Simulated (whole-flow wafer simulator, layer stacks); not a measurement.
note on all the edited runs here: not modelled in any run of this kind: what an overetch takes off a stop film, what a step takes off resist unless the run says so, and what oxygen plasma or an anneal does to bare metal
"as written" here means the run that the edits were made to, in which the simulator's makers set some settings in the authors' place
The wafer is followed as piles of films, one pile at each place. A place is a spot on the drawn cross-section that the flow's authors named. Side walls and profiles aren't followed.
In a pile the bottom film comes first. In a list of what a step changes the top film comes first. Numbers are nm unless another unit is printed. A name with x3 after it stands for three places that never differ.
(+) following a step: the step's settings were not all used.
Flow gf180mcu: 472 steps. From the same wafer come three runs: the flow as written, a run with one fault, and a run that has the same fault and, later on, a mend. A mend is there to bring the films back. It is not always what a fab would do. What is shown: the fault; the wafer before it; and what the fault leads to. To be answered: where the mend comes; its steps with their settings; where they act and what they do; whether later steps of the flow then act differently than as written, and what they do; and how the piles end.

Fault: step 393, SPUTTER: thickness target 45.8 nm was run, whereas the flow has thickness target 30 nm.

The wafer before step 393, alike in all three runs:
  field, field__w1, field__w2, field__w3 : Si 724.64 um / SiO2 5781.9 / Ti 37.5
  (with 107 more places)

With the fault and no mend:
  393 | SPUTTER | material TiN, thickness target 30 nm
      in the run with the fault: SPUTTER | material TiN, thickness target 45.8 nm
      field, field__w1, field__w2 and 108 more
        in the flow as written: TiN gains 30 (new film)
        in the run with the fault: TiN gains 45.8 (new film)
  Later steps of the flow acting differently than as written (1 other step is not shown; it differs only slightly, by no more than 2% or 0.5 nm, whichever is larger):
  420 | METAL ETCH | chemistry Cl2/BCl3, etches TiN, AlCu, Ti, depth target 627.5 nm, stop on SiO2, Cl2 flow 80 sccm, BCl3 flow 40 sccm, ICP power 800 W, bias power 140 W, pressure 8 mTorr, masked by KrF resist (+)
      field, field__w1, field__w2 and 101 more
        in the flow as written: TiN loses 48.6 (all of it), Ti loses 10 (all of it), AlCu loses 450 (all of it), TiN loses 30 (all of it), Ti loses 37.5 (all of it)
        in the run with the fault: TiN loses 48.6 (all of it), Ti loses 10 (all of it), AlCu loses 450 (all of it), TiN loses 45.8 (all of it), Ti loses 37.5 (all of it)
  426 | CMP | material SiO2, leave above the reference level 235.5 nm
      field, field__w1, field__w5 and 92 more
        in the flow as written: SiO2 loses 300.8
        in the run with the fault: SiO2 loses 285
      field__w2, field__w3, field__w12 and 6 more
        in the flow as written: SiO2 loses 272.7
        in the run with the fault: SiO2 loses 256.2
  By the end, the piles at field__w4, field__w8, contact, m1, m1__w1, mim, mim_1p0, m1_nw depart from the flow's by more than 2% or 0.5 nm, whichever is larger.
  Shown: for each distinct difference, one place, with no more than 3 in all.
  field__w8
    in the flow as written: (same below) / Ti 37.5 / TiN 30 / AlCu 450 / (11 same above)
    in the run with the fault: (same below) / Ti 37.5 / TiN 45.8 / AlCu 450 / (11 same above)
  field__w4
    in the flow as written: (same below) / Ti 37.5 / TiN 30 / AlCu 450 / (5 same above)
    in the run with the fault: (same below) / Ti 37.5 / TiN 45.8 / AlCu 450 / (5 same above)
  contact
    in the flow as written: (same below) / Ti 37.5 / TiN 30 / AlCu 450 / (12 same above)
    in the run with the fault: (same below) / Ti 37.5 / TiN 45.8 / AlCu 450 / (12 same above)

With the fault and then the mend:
  After step 393 comes the mend.
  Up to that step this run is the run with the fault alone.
  393a | METAL ETCH | chemistry Cl2/BCl3, etches TiN, AlCu, Ti, depth target 15.8 nm, Cl2 flow 80 sccm, BCl3 flow 40 sccm, ICP power 800 W, bias power 140 W, pressure 8 mTorr (a further turn of the flow's step 260, with different settings)
      field, field__w1, field__w2 and 108 more
        TiN loses 15.8
  Every later step of the flow that is run acts as written at every place that is followed.
  At every place that both follow, the piles at the end match the flow's.
